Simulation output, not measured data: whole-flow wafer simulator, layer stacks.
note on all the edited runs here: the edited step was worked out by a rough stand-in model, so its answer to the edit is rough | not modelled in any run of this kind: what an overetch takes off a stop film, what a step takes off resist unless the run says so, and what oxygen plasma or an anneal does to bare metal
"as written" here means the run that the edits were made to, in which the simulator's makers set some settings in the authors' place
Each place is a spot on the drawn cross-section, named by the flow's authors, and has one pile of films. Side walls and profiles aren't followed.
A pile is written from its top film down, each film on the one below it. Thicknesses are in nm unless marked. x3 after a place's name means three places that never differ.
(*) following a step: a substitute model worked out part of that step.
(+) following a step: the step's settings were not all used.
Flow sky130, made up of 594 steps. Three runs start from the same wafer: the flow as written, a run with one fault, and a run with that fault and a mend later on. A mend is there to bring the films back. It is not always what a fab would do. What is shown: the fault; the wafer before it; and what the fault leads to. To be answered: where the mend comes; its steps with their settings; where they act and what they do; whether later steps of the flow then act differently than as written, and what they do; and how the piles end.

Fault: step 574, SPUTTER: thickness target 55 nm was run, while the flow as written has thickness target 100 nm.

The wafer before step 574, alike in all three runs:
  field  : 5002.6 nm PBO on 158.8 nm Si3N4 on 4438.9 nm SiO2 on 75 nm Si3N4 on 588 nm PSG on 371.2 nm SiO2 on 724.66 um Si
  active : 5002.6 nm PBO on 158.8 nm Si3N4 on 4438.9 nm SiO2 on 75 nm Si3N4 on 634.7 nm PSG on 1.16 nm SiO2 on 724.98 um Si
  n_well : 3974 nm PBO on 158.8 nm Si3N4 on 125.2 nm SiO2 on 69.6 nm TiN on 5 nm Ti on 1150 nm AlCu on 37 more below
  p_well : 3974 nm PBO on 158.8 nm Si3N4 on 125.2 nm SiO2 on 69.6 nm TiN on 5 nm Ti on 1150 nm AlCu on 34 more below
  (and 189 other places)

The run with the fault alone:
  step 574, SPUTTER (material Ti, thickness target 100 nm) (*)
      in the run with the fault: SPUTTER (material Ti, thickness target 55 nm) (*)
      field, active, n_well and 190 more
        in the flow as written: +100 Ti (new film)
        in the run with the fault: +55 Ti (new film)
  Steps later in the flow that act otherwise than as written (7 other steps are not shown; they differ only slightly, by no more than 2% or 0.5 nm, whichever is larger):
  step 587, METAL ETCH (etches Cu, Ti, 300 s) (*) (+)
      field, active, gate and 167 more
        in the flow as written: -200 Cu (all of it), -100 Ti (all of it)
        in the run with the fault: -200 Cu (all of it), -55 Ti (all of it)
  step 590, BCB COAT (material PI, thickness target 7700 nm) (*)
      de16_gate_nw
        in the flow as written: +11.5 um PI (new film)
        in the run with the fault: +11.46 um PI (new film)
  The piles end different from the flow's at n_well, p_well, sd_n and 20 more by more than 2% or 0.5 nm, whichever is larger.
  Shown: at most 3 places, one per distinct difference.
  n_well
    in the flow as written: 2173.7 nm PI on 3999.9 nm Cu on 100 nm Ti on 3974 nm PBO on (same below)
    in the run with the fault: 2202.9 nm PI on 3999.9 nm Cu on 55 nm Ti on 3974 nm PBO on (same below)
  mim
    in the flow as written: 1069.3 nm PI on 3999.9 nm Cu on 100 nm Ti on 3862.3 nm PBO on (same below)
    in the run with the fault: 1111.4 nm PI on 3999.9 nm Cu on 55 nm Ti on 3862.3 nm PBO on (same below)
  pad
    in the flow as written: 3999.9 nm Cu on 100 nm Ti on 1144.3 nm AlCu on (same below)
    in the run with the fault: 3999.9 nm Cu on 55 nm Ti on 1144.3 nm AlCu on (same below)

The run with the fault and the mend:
  The mend follows step 574.
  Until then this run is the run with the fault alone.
  step 574a, SPUTTER (material Ti, thickness target 45 nm) (*) (the flow's step 574, run once more with other settings)
      field, active, n_well and 190 more
        +45 Ti
  Later steps of the flow that are run all act as written at every place that is followed.
  The piles end the same as the flow's at every place that both follow.
